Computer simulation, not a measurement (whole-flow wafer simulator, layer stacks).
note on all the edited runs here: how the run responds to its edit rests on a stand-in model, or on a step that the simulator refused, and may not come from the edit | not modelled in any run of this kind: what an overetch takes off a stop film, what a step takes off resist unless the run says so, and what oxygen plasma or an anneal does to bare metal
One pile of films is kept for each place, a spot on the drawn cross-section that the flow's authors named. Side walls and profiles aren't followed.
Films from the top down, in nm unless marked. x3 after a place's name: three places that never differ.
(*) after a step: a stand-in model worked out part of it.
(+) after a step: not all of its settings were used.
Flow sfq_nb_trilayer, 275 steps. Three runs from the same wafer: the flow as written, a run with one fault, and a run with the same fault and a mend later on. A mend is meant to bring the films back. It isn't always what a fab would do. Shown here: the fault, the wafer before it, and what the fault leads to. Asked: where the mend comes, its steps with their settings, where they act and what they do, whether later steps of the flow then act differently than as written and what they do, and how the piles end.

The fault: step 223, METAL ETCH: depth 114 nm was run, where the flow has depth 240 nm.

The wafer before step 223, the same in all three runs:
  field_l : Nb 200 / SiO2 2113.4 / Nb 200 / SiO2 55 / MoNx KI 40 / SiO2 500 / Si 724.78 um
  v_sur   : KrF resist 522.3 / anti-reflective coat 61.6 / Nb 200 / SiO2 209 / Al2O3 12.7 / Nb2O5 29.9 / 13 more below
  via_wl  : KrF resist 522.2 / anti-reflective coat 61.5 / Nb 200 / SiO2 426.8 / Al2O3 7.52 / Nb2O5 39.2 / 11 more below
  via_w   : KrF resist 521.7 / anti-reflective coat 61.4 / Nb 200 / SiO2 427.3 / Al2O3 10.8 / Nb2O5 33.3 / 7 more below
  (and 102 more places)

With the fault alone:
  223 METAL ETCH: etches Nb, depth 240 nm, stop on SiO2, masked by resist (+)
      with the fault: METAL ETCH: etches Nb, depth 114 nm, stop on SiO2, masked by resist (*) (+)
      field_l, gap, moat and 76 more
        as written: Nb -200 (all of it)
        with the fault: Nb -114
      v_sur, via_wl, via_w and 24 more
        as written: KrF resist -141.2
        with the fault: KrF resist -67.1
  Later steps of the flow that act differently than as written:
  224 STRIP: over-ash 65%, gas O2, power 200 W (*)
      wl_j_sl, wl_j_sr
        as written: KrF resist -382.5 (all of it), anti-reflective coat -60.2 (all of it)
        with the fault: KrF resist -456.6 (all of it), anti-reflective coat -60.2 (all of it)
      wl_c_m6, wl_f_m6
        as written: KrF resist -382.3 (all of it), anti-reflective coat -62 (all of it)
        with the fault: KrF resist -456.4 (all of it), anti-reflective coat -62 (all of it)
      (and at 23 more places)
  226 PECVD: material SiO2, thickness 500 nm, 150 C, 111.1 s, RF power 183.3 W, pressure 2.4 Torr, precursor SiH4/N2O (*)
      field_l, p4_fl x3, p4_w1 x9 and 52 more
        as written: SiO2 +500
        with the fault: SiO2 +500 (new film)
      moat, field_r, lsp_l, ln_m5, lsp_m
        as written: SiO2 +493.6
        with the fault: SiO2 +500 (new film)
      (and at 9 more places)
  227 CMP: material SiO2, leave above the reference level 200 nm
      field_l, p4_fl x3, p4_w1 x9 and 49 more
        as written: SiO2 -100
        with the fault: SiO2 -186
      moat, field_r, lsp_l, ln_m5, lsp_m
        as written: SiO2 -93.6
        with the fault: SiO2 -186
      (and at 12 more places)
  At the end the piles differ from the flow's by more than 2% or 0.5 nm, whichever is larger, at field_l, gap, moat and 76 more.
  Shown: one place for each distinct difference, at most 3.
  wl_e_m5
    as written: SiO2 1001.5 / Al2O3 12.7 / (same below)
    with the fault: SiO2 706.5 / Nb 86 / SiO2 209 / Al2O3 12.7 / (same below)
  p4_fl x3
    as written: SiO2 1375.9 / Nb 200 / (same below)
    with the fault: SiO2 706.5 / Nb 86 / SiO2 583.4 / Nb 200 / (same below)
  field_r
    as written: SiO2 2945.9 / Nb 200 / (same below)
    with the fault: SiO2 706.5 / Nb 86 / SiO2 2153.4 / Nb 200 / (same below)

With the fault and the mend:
  The mend comes after step 223.
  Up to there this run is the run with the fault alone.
  223a METAL ETCH: etches Nb, depth 126 nm, stop on SiO2, masked by resist (+) (the flow's step 223 once more, with other settings)
      field_l, gap, moat and 76 more
        Nb -86 (all of it)
      v_sur, via_wl, via_w and 24 more
        KrF resist -74.1
  No later step of the flow acts differently than as written at any place that is followed.
  At the end the piles are the same as the flow's at every place that both follow.
